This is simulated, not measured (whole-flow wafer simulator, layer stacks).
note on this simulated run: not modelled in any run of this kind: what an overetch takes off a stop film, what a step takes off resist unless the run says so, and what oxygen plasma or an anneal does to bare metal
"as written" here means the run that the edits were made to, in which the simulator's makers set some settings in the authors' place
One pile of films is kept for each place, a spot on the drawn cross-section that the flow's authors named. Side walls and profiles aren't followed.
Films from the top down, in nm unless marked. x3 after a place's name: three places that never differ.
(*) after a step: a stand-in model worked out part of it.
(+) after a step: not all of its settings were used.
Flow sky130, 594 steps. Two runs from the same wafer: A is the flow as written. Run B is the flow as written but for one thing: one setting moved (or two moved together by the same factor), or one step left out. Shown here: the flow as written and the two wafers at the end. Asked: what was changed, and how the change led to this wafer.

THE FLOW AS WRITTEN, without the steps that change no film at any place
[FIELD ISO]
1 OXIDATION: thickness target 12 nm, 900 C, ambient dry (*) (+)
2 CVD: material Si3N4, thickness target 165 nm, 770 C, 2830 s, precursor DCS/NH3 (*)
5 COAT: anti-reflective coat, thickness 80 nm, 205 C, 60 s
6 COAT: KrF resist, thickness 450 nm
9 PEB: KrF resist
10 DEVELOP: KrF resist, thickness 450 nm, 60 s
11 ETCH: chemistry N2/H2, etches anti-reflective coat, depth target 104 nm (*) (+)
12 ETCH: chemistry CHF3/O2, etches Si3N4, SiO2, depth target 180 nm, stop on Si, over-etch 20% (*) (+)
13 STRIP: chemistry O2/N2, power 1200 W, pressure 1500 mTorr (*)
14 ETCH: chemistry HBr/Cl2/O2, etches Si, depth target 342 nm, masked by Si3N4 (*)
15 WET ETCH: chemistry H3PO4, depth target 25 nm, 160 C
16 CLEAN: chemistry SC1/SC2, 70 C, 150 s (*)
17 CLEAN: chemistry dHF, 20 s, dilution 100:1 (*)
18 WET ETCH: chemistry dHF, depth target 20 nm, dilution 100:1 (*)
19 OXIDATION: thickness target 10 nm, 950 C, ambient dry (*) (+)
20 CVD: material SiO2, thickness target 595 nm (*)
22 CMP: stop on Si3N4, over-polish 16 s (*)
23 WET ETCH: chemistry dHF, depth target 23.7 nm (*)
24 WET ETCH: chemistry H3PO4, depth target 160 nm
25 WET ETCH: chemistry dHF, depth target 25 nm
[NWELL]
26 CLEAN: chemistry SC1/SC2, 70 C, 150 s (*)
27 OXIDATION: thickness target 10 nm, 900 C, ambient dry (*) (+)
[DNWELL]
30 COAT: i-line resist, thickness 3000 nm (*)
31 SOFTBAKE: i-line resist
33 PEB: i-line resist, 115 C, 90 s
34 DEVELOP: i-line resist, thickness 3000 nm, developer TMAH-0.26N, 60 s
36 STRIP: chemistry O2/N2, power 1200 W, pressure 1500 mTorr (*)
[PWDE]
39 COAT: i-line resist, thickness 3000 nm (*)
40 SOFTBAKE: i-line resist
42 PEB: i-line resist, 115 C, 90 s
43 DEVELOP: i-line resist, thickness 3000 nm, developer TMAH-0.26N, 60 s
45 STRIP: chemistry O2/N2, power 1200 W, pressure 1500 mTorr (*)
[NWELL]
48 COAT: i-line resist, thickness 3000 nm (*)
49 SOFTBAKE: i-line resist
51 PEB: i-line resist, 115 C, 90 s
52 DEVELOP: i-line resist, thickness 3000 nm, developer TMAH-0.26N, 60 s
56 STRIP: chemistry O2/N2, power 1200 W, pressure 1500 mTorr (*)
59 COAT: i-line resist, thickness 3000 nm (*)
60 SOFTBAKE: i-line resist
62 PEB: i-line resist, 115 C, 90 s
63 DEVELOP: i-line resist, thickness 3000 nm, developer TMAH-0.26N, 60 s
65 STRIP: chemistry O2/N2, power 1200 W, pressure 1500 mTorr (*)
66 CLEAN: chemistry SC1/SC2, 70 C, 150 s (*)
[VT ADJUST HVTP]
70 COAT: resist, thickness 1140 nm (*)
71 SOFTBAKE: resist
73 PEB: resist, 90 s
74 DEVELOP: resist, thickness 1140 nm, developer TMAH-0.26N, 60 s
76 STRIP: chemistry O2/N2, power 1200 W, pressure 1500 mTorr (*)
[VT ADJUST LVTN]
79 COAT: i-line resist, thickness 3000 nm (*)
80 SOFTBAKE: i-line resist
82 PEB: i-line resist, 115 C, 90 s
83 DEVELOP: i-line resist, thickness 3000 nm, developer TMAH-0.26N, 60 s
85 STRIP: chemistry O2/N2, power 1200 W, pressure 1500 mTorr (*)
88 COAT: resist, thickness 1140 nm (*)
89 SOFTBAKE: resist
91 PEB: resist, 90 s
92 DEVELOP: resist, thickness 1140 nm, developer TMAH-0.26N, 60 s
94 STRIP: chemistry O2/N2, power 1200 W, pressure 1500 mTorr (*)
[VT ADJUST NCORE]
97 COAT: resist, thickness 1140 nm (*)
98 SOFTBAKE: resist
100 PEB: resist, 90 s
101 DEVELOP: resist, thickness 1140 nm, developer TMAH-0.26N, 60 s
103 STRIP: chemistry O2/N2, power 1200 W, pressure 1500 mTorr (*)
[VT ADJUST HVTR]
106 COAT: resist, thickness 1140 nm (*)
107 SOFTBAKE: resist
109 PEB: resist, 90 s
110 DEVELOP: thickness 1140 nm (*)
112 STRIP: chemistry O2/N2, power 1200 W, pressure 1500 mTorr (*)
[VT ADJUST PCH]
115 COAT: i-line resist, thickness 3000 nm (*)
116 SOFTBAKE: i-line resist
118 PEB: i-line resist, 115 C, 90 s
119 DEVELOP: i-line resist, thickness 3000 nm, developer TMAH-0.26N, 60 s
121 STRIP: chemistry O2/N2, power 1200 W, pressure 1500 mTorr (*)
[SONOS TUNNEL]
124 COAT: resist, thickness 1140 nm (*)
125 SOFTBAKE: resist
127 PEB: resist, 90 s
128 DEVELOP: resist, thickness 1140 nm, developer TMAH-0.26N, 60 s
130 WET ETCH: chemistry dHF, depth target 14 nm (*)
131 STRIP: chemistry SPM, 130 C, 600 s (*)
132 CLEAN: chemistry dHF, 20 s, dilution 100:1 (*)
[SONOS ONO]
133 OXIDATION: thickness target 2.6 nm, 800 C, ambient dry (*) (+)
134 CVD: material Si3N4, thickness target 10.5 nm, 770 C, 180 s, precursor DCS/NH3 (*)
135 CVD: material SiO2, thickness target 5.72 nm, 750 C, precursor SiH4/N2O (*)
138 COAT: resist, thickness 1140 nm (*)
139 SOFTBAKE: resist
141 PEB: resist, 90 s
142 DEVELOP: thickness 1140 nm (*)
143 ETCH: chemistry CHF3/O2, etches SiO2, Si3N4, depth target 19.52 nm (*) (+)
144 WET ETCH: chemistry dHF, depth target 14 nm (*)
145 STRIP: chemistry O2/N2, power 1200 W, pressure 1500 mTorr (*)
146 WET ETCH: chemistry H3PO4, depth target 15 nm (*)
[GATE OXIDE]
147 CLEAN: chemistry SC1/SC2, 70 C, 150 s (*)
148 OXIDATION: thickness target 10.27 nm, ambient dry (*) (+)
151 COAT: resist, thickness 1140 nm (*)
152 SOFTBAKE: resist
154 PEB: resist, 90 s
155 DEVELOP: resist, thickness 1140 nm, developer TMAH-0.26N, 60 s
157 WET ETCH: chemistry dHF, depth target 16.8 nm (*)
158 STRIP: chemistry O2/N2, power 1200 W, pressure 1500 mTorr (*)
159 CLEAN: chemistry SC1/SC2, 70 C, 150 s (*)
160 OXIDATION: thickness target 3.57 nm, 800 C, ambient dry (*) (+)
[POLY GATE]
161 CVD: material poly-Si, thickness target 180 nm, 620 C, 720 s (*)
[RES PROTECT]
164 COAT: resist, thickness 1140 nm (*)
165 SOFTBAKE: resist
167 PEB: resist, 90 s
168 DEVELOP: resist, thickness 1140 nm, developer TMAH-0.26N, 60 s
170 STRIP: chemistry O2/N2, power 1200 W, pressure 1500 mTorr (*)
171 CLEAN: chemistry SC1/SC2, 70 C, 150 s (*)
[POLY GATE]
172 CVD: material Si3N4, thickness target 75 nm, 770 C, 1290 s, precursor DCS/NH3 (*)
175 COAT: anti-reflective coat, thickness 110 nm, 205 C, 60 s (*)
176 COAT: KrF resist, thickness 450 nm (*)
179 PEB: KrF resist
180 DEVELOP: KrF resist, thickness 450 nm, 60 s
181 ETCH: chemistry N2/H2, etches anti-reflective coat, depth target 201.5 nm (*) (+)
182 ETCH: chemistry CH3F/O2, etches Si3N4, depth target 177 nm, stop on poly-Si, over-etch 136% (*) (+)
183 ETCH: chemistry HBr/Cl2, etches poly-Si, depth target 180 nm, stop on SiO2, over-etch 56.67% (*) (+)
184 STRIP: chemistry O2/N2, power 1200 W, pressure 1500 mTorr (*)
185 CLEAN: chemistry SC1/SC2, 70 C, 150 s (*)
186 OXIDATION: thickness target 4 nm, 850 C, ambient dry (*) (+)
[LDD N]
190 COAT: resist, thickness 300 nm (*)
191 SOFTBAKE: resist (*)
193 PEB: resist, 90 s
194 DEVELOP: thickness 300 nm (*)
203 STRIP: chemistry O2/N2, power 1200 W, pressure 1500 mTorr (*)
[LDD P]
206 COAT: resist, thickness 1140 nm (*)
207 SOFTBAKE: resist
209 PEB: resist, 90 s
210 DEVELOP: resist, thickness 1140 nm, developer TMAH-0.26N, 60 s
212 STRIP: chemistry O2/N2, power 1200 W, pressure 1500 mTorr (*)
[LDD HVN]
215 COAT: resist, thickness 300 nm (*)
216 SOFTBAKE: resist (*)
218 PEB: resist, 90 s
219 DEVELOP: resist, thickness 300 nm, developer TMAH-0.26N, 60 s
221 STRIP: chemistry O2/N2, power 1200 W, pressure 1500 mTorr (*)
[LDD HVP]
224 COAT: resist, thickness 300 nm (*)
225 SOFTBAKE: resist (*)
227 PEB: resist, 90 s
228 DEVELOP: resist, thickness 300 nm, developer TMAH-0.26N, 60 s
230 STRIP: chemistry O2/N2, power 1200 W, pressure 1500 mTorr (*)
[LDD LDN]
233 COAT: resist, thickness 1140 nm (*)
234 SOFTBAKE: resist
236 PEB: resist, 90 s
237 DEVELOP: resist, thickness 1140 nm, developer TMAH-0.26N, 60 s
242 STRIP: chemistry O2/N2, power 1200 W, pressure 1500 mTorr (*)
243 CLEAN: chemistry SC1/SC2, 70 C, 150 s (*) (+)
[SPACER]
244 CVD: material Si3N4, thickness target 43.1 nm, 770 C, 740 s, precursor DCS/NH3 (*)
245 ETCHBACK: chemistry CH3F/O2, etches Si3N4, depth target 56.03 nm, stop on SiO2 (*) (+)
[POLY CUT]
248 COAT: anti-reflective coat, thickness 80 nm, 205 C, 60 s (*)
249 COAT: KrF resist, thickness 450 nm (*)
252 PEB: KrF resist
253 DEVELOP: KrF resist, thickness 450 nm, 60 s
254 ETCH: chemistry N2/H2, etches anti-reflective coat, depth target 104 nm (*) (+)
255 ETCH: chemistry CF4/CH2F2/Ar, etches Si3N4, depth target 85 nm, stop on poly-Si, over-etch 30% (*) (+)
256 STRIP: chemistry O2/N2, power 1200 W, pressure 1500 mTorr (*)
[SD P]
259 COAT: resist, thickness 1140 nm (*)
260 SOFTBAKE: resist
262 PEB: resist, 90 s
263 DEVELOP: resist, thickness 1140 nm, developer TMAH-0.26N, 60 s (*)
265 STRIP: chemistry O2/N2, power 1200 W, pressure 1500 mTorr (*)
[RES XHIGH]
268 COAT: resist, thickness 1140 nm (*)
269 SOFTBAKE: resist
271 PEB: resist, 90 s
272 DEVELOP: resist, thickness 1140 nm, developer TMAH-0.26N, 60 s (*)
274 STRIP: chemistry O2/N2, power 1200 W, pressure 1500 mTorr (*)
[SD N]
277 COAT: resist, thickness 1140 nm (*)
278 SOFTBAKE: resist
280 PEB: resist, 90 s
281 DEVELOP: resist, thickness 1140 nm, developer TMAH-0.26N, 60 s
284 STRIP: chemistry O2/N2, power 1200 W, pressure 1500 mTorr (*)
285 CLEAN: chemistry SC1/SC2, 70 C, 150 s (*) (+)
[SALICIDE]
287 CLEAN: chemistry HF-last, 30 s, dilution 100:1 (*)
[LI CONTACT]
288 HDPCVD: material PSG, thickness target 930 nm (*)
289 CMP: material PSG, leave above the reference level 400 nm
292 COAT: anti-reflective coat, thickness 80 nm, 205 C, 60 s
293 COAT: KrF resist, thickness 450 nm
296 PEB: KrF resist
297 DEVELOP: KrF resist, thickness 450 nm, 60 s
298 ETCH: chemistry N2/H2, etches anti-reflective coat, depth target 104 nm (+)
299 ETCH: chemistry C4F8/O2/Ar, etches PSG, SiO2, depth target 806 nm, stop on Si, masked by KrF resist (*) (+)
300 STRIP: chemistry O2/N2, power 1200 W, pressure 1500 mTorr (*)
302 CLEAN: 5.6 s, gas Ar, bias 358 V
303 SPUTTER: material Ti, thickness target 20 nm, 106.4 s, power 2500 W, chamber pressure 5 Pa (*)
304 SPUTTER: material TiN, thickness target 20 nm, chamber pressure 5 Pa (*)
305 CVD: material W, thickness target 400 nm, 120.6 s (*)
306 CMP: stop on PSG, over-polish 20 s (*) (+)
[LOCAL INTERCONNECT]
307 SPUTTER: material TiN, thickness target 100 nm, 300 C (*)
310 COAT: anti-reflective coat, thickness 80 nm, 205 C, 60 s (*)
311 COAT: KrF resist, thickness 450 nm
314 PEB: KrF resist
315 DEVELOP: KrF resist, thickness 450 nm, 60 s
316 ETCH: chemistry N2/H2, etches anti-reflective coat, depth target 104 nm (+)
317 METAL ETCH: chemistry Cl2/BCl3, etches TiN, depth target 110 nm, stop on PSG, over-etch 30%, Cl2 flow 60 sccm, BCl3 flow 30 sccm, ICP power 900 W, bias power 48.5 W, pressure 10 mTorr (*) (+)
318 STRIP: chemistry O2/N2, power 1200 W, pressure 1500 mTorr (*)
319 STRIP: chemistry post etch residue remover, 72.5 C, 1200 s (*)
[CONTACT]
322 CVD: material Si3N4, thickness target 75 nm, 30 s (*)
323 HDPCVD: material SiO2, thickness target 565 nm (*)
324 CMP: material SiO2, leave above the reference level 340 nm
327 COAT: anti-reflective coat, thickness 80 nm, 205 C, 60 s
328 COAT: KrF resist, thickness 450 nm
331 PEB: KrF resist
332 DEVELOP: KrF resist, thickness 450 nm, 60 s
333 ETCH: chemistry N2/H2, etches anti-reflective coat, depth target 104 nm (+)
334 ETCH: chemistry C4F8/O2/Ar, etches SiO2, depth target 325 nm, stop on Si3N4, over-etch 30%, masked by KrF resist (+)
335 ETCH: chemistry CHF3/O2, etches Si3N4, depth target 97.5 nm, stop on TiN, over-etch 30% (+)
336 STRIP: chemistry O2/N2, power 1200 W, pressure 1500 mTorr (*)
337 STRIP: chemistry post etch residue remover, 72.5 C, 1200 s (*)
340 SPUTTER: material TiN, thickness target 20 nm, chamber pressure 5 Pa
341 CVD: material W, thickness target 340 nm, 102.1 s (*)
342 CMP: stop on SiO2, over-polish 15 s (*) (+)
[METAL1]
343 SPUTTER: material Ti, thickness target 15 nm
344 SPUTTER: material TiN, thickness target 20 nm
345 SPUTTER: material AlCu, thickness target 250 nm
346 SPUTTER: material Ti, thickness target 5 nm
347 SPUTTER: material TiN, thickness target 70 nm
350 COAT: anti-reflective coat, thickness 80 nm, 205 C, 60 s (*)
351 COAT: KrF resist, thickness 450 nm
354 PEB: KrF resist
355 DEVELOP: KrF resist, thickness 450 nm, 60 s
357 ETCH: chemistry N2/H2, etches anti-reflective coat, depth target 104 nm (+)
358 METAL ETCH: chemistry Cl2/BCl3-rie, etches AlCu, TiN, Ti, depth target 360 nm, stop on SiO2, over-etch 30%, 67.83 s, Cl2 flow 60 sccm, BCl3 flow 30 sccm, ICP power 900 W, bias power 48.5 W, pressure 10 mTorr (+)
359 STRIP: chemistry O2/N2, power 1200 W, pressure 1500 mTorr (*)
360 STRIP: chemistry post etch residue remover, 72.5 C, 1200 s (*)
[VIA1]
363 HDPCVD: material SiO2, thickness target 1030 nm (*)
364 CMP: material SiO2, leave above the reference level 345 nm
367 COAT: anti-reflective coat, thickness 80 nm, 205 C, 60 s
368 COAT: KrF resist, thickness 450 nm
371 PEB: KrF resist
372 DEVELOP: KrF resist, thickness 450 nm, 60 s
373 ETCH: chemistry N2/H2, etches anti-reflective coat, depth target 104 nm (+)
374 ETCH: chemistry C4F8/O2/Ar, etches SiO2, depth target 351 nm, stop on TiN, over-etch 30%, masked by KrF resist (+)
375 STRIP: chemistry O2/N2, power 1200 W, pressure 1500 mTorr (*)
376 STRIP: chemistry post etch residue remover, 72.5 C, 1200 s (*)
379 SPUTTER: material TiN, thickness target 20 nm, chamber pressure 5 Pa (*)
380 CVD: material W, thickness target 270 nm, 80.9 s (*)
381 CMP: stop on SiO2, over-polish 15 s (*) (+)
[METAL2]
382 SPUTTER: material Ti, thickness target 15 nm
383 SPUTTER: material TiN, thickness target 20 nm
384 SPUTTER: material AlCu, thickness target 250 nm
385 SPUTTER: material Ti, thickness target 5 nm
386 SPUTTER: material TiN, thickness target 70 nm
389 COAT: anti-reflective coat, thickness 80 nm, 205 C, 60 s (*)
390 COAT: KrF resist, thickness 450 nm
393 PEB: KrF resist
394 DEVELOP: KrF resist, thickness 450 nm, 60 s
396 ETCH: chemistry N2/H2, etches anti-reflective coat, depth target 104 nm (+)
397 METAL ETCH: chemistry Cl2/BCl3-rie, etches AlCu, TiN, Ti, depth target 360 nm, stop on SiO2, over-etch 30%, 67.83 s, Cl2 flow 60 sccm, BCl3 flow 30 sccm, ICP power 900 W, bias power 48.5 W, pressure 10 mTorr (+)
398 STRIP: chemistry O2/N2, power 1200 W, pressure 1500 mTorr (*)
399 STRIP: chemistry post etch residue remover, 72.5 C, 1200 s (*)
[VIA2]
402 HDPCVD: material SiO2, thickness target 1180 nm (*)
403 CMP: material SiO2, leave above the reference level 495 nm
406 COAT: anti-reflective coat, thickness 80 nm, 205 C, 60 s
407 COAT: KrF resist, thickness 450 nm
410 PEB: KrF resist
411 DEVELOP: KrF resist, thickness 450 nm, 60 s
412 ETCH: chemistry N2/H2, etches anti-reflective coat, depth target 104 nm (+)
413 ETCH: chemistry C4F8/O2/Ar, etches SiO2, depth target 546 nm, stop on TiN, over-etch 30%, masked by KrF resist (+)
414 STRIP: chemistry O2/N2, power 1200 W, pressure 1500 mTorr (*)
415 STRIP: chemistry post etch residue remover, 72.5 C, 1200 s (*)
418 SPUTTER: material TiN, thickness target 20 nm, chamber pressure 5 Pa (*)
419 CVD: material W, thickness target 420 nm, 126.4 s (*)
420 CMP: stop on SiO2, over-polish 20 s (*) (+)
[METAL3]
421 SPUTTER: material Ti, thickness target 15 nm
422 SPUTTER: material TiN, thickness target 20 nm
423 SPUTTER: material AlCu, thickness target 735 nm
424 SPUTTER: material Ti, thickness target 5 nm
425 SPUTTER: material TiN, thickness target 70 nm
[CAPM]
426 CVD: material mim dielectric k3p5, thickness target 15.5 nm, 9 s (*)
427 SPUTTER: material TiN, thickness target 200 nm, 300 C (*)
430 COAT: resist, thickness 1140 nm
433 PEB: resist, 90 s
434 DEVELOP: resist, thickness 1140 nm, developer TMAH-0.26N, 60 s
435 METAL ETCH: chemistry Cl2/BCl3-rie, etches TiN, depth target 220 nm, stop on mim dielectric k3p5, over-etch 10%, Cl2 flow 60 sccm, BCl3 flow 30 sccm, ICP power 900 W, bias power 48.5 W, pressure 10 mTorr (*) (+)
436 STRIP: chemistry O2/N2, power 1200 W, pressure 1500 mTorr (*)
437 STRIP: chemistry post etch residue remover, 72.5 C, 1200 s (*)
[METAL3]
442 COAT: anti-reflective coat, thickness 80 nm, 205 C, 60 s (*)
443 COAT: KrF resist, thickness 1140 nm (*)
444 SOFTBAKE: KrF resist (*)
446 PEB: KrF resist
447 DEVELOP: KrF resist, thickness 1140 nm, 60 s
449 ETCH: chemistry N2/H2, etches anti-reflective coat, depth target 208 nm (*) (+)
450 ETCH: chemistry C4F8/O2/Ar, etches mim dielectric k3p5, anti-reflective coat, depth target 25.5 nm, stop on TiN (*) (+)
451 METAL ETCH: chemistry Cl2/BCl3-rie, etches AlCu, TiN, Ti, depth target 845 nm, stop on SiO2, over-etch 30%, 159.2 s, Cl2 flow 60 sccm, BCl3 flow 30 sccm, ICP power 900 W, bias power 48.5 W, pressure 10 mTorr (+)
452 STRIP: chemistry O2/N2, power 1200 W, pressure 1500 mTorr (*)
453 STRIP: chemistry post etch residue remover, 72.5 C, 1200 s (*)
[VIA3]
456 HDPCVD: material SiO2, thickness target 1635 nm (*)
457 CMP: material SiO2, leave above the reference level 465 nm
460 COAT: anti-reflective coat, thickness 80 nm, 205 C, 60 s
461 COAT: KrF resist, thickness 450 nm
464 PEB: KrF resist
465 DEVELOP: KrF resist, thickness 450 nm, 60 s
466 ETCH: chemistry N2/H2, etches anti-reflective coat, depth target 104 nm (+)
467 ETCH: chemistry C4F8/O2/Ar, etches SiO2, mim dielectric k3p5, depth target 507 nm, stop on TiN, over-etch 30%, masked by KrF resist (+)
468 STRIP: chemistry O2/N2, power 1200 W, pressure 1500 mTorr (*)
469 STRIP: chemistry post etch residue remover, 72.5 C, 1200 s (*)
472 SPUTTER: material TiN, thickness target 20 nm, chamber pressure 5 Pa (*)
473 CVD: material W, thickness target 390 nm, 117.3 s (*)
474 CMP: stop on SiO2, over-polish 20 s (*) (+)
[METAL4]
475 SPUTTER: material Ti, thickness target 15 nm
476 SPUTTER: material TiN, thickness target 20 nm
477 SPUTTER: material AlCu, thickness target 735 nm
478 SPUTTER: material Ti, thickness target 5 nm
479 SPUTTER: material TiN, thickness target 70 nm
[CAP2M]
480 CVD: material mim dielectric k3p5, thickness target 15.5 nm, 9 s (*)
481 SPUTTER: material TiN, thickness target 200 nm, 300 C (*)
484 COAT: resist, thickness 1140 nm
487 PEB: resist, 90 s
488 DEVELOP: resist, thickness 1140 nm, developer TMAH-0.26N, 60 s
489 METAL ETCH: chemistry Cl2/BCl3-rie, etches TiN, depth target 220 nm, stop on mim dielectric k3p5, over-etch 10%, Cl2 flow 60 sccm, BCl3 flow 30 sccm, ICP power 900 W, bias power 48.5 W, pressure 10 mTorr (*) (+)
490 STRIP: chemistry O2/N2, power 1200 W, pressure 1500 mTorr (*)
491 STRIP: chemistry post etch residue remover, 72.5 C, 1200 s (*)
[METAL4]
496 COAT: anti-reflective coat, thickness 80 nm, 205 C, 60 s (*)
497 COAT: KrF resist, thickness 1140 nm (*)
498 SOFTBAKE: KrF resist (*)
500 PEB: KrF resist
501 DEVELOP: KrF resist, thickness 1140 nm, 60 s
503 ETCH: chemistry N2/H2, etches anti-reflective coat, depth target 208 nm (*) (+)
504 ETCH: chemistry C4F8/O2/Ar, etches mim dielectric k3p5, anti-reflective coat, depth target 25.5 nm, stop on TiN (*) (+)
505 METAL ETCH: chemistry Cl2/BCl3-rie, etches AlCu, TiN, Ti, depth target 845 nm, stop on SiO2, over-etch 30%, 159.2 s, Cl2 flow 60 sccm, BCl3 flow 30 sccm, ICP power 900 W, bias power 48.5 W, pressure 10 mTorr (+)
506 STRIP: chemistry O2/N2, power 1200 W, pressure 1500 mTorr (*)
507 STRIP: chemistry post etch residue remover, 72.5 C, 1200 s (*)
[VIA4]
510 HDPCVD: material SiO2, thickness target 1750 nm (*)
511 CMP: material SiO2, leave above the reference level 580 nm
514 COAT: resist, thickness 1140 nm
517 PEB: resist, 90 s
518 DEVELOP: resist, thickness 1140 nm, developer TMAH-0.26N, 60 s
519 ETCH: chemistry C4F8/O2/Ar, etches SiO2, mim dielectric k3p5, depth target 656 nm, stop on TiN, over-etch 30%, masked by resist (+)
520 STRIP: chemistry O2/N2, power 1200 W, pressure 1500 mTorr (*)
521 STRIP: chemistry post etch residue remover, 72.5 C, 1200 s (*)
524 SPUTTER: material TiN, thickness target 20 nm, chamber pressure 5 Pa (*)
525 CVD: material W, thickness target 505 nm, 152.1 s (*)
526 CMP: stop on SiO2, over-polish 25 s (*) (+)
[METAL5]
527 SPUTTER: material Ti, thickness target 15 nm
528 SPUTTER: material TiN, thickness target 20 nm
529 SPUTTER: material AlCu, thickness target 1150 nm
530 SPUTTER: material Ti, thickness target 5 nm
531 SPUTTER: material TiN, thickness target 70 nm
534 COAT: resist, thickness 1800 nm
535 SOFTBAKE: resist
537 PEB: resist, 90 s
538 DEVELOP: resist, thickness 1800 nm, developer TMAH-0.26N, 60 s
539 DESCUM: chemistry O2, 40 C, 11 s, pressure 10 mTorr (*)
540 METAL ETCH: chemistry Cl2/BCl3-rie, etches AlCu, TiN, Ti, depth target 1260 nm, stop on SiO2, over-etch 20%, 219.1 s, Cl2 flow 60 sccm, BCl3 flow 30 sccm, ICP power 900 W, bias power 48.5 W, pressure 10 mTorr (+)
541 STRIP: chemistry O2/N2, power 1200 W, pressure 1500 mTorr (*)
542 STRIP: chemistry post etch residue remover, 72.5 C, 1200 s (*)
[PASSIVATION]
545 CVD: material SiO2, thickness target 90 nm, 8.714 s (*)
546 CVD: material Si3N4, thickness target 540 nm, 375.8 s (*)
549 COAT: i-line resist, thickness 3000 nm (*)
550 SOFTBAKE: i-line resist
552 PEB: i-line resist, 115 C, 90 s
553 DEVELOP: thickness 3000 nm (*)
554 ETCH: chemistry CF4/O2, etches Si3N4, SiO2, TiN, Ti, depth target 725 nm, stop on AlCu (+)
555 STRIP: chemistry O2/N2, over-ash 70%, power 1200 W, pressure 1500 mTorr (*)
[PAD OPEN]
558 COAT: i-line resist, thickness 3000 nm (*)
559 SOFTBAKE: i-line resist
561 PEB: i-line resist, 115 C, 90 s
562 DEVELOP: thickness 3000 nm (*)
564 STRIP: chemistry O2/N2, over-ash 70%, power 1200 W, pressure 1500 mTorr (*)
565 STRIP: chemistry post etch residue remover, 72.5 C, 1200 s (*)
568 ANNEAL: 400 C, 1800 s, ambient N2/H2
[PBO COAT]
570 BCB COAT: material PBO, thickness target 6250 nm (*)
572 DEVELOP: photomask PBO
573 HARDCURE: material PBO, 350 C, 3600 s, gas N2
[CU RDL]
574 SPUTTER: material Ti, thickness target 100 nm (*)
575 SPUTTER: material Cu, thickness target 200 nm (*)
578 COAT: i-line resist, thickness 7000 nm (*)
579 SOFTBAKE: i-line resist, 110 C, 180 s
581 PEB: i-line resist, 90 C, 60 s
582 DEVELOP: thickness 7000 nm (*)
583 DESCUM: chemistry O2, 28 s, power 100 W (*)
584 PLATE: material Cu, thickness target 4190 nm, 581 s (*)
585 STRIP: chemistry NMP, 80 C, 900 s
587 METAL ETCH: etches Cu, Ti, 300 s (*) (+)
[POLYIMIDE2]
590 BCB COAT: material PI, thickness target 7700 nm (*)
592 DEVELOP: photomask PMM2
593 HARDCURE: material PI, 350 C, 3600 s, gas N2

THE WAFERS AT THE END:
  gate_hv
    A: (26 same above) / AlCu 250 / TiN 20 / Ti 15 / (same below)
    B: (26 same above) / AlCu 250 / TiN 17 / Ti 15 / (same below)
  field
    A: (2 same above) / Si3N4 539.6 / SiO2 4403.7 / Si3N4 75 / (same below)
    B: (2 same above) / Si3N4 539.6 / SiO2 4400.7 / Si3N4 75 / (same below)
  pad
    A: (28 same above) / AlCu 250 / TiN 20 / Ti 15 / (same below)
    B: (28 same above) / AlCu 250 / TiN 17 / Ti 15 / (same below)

The cause: step 344, SPUTTER: thickness target 17 nm was run, where the flow has thickness target 20 nm.
It can be read off the wafer: gate_hv has TiN 17, and step 344 as written asks for 20 nm.

How the change led to this, step by step:
  344 SPUTTER: material TiN, thickness target 20 nm
      field, active, n_well and 188 more: A TiN +20 (new film) | B TiN +17 (new film)
  358 METAL ETCH: chemistry Cl2/BCl3-rie, etches AlCu, TiN, Ti, depth target 360 nm, stop on SiO2, over-etch 30%, 67.83 s, Cl2 flow 60 sccm, BCl3 flow 30 sccm, ICP power 900 W, bias power 48.5 W, pressure 10 mTorr (+)
      field, active, gate and 81 more: A TiN -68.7 (all of it), Ti -5 (all of it), AlCu -250 (all of it), TiN -20 (all of it), Ti -15 (all of it), SiO2 -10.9 | B TiN -68.7 (all of it), Ti -5 (all of it), AlCu -250 (all of it), TiN -17 (all of it), Ti -15 (all of it), SiO2 -11.2
